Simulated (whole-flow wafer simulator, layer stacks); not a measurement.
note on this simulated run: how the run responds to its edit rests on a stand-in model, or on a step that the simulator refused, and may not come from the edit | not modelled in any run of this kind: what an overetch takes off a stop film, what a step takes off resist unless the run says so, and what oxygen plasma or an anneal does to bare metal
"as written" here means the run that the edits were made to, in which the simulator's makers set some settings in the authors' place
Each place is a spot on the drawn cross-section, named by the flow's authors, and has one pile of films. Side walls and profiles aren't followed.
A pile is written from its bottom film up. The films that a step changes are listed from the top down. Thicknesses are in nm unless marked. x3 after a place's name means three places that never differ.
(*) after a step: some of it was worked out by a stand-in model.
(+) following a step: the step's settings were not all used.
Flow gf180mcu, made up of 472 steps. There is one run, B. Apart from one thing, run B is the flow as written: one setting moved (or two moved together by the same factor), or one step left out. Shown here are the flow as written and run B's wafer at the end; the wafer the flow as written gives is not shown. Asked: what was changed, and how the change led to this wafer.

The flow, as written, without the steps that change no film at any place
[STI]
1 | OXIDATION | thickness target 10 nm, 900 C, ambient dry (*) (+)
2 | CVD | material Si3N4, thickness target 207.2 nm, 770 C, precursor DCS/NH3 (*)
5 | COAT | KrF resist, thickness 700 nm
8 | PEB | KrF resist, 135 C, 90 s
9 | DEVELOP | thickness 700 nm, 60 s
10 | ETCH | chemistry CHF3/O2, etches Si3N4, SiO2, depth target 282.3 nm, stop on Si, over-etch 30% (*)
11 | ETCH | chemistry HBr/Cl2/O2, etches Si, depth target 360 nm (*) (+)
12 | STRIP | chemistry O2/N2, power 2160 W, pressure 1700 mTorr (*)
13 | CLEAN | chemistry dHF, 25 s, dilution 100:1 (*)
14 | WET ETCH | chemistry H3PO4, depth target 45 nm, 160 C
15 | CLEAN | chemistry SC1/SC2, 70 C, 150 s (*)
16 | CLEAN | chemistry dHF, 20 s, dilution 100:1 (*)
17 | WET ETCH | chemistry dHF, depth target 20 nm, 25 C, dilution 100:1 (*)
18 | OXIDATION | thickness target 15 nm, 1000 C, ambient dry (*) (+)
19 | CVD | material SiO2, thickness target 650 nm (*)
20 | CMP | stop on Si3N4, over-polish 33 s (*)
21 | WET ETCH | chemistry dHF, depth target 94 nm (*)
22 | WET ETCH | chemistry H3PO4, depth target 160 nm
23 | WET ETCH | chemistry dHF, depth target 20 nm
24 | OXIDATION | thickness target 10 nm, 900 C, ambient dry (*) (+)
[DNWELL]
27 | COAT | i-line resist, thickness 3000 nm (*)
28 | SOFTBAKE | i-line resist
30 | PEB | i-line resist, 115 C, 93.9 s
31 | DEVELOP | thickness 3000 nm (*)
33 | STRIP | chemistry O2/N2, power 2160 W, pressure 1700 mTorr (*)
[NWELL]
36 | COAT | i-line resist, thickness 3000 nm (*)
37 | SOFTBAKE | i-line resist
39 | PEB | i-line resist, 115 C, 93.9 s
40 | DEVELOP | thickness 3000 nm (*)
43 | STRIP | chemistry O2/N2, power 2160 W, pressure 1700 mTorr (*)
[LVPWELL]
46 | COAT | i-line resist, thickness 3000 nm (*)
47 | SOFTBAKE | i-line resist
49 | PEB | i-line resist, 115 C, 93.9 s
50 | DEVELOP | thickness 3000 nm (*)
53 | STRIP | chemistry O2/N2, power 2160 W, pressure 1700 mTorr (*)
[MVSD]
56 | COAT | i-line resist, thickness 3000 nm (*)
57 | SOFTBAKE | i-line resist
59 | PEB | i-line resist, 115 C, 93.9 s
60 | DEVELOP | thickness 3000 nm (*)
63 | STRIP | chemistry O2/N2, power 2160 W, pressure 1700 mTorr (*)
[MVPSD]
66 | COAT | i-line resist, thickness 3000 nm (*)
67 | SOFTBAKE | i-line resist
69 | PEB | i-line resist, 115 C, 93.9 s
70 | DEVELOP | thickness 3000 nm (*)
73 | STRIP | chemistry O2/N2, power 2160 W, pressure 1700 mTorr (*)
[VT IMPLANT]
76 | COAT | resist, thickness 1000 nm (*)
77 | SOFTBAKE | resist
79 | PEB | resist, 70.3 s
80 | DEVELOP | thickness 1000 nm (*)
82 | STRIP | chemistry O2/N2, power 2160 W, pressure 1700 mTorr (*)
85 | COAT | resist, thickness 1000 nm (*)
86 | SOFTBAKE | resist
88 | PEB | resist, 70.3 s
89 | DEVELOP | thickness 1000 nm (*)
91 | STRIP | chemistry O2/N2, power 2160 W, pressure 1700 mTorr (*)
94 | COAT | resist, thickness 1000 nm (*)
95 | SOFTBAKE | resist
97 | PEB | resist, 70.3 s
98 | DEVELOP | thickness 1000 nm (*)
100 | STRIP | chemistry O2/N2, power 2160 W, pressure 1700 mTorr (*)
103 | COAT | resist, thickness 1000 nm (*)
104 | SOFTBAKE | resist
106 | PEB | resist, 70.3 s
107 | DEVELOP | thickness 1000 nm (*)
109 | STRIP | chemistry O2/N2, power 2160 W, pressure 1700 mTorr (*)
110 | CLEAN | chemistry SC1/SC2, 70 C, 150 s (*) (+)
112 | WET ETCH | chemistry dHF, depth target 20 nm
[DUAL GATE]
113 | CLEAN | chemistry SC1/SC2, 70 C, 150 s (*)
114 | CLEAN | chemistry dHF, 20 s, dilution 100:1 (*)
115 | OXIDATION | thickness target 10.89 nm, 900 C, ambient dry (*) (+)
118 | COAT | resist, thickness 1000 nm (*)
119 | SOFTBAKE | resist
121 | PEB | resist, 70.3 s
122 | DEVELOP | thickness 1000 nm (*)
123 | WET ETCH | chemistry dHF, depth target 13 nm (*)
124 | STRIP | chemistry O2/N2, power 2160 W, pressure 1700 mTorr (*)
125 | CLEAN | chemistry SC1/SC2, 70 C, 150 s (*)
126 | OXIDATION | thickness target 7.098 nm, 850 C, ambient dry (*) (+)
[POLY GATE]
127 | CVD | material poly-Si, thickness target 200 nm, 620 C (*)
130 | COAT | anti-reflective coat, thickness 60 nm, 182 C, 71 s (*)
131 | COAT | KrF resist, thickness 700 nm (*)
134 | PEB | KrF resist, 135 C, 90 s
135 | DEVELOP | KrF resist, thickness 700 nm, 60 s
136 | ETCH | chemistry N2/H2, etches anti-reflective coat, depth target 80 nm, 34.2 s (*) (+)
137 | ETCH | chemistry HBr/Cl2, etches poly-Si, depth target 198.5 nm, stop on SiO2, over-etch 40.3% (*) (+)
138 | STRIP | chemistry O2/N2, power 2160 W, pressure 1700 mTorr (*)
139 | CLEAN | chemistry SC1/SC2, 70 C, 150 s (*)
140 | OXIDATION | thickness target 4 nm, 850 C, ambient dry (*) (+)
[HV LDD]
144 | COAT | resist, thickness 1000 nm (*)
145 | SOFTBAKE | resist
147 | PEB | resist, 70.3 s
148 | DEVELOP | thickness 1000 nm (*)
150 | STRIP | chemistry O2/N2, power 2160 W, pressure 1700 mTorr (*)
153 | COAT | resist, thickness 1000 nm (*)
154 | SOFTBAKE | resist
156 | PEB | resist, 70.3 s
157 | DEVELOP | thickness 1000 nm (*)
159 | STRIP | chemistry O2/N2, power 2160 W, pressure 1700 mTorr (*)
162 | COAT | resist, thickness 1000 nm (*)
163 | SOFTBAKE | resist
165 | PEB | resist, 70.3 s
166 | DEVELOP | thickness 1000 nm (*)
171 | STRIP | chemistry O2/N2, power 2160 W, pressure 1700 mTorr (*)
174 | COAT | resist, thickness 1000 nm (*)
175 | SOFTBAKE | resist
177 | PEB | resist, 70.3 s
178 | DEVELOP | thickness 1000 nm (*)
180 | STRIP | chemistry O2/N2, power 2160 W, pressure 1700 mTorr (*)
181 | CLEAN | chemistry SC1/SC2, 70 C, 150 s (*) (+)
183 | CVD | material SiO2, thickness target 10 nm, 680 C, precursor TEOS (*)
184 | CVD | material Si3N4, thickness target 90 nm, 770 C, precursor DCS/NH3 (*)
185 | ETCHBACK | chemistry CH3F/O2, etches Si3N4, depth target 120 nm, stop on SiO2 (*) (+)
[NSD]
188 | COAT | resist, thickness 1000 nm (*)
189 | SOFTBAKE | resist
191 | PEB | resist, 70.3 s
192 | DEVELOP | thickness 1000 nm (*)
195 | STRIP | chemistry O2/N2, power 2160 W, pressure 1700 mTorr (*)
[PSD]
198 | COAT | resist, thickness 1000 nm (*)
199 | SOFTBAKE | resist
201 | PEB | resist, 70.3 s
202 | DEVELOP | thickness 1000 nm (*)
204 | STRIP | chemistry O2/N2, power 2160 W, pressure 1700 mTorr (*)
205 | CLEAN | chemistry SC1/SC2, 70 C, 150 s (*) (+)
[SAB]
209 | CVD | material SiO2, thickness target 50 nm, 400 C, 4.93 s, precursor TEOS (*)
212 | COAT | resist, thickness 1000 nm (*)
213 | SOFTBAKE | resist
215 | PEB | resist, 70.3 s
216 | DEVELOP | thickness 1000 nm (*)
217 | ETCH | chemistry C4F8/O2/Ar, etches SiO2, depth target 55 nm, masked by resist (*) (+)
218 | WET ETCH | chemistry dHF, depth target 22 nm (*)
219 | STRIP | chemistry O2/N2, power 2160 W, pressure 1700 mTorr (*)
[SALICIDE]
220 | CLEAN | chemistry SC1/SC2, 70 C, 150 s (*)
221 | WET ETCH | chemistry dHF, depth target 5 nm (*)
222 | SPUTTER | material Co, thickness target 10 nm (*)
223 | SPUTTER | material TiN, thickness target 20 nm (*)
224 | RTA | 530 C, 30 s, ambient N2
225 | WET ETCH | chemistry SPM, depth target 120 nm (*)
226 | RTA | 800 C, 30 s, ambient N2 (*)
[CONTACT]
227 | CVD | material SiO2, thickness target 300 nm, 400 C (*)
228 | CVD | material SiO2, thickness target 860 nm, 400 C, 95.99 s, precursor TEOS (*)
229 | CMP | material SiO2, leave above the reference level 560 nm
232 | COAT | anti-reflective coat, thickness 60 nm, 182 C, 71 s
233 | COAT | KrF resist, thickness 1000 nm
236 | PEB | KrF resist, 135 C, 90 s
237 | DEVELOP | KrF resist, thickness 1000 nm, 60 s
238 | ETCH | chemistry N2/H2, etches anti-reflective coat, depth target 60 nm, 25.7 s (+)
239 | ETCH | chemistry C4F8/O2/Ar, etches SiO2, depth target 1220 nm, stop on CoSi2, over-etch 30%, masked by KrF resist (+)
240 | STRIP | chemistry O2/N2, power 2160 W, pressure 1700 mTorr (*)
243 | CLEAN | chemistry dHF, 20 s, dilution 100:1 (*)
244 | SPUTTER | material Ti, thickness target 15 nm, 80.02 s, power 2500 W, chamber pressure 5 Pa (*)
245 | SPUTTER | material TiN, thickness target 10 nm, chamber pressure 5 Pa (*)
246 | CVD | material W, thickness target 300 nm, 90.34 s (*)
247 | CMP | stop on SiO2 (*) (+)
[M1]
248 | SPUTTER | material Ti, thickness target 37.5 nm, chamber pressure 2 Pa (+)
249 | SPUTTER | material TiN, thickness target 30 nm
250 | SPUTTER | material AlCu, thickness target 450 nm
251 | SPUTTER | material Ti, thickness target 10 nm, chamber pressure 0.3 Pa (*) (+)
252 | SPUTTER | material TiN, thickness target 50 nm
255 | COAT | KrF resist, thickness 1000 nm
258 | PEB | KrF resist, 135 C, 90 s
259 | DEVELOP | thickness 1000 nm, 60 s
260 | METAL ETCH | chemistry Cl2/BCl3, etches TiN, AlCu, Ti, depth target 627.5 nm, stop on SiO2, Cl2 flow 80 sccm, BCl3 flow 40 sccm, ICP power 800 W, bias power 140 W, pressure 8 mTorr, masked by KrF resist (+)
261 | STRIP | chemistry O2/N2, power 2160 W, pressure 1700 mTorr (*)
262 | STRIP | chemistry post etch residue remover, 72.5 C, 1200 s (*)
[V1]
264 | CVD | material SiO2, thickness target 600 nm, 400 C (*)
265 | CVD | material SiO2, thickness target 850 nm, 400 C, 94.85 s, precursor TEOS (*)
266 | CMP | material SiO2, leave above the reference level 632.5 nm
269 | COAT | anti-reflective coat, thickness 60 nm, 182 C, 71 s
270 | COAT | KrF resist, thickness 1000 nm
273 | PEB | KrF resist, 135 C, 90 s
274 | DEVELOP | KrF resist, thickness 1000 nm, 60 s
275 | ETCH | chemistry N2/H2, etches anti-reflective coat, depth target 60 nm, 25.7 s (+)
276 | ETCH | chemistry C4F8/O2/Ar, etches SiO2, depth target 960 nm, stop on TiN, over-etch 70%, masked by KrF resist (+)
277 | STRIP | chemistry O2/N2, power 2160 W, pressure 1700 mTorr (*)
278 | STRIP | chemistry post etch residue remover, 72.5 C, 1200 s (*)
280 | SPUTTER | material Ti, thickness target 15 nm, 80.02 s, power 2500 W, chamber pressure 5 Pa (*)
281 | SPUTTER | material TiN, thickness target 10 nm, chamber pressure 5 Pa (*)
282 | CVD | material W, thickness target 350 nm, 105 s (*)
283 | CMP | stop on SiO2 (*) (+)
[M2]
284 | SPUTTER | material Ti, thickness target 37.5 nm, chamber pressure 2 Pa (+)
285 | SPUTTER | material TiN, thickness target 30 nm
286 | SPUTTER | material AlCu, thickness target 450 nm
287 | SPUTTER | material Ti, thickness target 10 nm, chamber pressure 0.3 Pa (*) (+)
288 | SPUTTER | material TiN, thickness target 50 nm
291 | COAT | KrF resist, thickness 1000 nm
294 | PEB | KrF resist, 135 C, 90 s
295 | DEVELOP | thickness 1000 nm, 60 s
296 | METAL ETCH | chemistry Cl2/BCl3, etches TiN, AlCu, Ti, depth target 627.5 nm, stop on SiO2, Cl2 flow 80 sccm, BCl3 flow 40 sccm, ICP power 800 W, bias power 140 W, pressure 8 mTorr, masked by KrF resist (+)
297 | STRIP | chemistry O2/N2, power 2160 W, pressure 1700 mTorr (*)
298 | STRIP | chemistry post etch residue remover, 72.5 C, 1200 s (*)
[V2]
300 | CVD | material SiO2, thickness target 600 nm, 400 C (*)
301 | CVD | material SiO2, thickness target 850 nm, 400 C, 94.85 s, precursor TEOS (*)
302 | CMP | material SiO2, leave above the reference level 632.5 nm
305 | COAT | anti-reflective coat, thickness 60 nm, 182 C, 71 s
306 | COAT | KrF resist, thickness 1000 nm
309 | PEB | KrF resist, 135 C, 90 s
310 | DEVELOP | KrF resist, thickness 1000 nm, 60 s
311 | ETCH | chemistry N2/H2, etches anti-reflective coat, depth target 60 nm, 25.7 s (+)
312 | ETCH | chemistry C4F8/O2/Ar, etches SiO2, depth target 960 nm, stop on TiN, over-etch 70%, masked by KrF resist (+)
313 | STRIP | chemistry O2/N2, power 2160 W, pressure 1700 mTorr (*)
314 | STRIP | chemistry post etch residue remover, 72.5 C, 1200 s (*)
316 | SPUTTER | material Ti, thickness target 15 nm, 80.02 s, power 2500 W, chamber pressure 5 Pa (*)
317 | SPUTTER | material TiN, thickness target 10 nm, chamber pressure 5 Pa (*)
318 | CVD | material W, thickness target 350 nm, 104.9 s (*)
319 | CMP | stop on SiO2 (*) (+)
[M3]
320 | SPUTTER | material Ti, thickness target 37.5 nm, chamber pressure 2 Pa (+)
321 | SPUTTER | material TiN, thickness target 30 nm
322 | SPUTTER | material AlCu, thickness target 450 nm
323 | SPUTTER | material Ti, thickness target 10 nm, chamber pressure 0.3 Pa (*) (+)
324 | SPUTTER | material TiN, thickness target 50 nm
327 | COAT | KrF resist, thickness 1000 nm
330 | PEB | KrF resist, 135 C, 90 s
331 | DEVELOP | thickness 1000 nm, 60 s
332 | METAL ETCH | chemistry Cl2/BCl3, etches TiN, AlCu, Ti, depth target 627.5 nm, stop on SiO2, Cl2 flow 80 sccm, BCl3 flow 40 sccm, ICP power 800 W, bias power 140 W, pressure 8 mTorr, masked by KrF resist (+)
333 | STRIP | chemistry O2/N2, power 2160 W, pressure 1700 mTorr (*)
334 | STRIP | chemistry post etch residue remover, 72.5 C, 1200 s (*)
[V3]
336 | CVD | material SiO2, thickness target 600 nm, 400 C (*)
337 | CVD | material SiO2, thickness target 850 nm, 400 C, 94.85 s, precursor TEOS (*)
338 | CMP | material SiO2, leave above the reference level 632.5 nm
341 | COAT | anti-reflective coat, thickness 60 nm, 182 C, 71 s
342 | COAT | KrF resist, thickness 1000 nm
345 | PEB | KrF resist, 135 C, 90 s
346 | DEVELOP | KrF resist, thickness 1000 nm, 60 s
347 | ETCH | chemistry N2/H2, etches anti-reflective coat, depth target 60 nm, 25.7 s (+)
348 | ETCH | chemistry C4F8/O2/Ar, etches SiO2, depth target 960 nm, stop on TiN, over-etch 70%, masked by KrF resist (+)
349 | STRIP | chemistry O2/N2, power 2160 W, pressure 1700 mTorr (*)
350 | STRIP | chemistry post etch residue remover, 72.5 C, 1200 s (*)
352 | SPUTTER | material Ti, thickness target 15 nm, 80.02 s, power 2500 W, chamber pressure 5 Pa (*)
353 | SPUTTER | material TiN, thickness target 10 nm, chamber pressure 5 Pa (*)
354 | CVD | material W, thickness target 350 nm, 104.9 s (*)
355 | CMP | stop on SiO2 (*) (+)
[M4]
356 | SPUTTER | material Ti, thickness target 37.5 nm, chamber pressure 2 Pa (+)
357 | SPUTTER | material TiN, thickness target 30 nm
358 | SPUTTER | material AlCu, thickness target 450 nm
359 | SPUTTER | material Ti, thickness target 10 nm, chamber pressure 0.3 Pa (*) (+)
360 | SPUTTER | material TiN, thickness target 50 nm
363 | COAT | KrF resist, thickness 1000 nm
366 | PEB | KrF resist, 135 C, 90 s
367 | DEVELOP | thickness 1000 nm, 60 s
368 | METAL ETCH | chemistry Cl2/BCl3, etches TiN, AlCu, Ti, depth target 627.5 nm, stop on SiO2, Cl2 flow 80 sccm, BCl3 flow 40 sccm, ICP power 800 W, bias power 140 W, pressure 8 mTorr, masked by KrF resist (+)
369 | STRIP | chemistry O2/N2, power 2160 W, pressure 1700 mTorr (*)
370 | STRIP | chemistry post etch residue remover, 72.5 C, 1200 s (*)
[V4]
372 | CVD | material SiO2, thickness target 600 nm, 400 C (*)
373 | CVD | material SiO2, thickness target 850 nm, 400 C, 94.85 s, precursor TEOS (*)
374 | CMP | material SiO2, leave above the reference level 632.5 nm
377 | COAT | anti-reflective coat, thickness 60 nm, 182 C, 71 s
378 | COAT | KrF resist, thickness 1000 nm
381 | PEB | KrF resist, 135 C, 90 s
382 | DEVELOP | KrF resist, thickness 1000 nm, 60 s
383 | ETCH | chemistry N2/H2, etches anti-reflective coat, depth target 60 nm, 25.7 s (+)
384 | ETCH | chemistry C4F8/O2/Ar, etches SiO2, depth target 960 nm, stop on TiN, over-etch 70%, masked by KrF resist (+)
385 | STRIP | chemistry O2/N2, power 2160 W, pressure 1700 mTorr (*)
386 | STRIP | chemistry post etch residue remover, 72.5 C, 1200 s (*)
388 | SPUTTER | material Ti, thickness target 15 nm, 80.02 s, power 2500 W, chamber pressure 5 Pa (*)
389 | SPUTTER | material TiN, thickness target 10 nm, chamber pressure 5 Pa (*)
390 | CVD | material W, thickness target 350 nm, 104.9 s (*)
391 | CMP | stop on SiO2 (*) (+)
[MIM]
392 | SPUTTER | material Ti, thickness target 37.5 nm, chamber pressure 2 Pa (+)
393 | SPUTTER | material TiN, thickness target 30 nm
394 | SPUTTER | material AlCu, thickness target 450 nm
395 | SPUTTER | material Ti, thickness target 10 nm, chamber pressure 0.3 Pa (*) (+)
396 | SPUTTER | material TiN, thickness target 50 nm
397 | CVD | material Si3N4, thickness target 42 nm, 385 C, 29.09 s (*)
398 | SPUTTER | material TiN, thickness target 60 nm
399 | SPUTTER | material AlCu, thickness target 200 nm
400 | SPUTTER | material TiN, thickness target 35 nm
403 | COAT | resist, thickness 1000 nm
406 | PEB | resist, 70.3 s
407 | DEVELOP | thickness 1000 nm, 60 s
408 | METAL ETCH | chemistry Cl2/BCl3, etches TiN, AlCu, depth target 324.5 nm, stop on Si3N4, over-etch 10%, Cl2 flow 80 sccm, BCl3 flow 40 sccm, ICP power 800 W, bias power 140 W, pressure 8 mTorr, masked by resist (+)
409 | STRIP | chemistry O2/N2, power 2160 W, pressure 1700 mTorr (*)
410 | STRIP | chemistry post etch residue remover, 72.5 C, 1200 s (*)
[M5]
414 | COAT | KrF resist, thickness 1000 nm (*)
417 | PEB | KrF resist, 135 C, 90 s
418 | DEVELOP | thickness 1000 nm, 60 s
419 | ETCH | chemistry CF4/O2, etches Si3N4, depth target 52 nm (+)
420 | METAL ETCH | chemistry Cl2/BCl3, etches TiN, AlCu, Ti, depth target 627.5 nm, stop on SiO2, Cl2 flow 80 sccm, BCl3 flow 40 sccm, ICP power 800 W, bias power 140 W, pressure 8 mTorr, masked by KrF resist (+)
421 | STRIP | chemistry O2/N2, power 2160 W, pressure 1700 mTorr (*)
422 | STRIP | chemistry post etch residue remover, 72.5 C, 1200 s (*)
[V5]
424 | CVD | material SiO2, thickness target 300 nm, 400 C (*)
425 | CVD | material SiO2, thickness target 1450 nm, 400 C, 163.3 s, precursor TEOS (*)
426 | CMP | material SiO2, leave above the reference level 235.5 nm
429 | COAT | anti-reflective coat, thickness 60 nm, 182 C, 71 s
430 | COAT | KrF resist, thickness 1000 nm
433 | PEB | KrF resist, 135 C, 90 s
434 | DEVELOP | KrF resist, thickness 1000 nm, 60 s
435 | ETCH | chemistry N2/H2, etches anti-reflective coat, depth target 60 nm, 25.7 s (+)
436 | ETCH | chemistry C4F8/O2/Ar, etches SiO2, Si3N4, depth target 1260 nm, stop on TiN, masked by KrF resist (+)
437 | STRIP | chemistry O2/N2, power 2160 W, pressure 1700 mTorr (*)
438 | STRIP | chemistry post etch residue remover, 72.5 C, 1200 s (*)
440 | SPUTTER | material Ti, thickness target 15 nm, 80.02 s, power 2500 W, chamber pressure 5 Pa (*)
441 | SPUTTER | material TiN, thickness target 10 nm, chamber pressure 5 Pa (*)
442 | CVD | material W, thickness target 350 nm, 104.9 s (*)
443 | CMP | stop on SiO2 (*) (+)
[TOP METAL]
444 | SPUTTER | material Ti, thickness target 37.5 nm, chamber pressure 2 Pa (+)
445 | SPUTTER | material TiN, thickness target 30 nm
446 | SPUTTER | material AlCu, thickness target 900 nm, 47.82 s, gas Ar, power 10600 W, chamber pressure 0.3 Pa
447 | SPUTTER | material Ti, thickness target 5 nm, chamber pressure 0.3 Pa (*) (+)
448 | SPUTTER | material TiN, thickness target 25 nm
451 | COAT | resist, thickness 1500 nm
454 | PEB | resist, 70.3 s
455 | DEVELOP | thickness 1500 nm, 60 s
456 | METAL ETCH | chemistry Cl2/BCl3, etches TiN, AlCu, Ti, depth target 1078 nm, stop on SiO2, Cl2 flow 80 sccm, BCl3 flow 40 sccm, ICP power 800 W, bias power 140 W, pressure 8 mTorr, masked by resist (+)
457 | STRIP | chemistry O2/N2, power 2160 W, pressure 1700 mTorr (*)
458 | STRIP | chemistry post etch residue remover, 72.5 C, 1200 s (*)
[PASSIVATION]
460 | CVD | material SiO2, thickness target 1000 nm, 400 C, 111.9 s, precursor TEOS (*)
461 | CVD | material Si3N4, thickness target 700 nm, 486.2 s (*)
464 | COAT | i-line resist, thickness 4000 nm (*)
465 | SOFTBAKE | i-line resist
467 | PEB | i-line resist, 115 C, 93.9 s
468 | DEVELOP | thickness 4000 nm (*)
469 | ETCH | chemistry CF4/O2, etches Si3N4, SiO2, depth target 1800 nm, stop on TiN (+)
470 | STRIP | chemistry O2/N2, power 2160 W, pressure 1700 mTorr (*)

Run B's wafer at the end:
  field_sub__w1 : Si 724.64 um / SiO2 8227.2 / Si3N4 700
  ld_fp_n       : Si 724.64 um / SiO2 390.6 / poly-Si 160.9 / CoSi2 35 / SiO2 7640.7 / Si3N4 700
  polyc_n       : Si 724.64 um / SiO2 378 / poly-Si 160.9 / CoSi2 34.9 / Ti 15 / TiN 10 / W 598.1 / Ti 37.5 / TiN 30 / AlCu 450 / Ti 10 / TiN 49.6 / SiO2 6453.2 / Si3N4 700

What caused this: step 23, WET ETCH: depth target 12.5 nm was run, while the flow as written has depth target 20 nm.

The path from the change to this, step by step:
  23 | WET ETCH | chemistry dHF, depth target 20 nm
      field, field_sub, sti and 34 more: SiO2 loses 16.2 (in the flow as written it would be: SiO2 loses 26)
  28 | SOFTBAKE | i-line resist
      field: i-line resist gains 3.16 (in the flow as written it would be: i-line resist gains 2.45)
      field_sub: i-line resist gains 2.41 (in the flow as written it would be: i-line resist gains 1.87)
      (as well as at 33 more places)
  37 | SOFTBAKE | i-line resist
      field: i-line resist gains 3.16 (in the flow as written it would be: i-line resist gains 2.45)
      field_sub: i-line resist gains 2.41 (in the flow as written it would be: i-line resist gains 1.87)
      (as well as at 33 more places)
  47 | SOFTBAKE | i-line resist
      field: i-line resist gains 3.16 (in the flow as written it would be: i-line resist gains 2.45)
      field_sub: i-line resist gains 2.41 (in the flow as written it would be: i-line resist gains 1.87)
      (as well as at 33 more places)
  57 | SOFTBAKE | i-line resist
      field: i-line resist gains 3.16 (in the flow as written it would be: i-line resist gains 2.45)
      field_sub: i-line resist gains 2.41 (in the flow as written it would be: i-line resist gains 1.87)
      (as well as at 33 more places)
  67 | SOFTBAKE | i-line resist
      field: i-line resist gains 3.16 (in the flow as written it would be: i-line resist gains 2.45)
      field_sub: i-line resist gains 2.41 (in the flow as written it would be: i-line resist gains 1.87)
      (as well as at 33 more places)
  77 | SOFTBAKE | resist
      gate_p_hv: resist gains 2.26 (in the flow as written it would be: resist gains 1.75)
  86 | SOFTBAKE | resist
      gate_p_hv: resist gains 2.26 (in the flow as written it would be: resist gains 1.75)
  95 | SOFTBAKE | resist
      gate_p_hv: resist gains 2.26 (in the flow as written it would be: resist gains 1.75)
  104 | SOFTBAKE | resist
      gate_p_hv: resist gains 2.26 (in the flow as written it would be: resist gains 1.75)
  119 | SOFTBAKE | resist
      gate_p_hv: resist gains 1.33 (in the flow as written it would be: resist gains 0.83)
  130 | COAT | anti-reflective coat, thickness 60 nm, 182 C, 71 s (*)
      p_well, spacer, sd_n: anti-reflective coat gains 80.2 (new film) (in the flow as written it would be: anti-reflective coat gains 70.9 (new film))
      field: anti-reflective coat gains 58.4 (new film) (in the flow as written it would be: anti-reflective coat gains 61.5 (new film))
      (as well as at 68 more places)
  136 | ETCH | chemistry N2/H2, etches anti-reflective coat, depth target 80 nm, 34.2 s (*) (+)
      p_well, spacer, sd_n: anti-reflective coat loses 80.2 (all of it), poly-Si loses 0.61 (in the flow as written it would be: anti-reflective coat loses 70.9 (all of it), poly-Si loses 0.85)
      field: anti-reflective coat loses 58.4 (all of it), poly-Si loses 1.17 (in the flow as written it would be: anti-reflective coat loses 61.5 (all of it), poly-Si loses 1.09)
      (as well as at 47 more places)
  138 | STRIP | chemistry O2/N2, power 2160 W, pressure 1700 mTorr (*)
      gate: chemical SiO2 gains 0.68 (new film), KrF resist loses 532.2 (all of it), anti-reflective coat loses 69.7 (all of it), poly-Si loses 0.3 (in the flow as written it would be: chemical SiO2 gains 0.68 (new film), KrF resist loses 531.7 (all of it), anti-reflective coat loses 65.5 (all of it), poly-Si loses 0.3)
      gate_hv: chemical SiO2 gains 0.68 (new film), KrF resist loses 530.4 (all of it), anti-reflective coat loses 62.6 (all of it), poly-Si loses 0.3 (in the flow as written it would be: chemical SiO2 gains 0.68 (new film), KrF resist loses 528.4 (all of it), anti-reflective coat loses 61 (all of it), poly-Si loses 0.3)
      (as well as at 19 more places)
  145 | SOFTBAKE | resist
      gate_p_hv: resist loses 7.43 (in the flow as written it would be: resist loses 7.98)
  154 | SOFTBAKE | resist
      gate_p_hv: resist loses 7.43 (in the flow as written it would be: resist loses 7.98)
  ... 10 other steps ...
  229 | CMP | material SiO2, leave above the reference level 560 nm
      ldn_sep__w1, ldn_sep__w2, ldn_dft and 8 more: SiO2 loses 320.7 (in the flow as written it would be: SiO2 loses 311)
      sti, mim_1p0, pad, dice_street, iso_fld_sub: SiO2 loses 306.6 (in the flow as written it would be: SiO2 loses 296.8)
      (as well as at 41 more places)
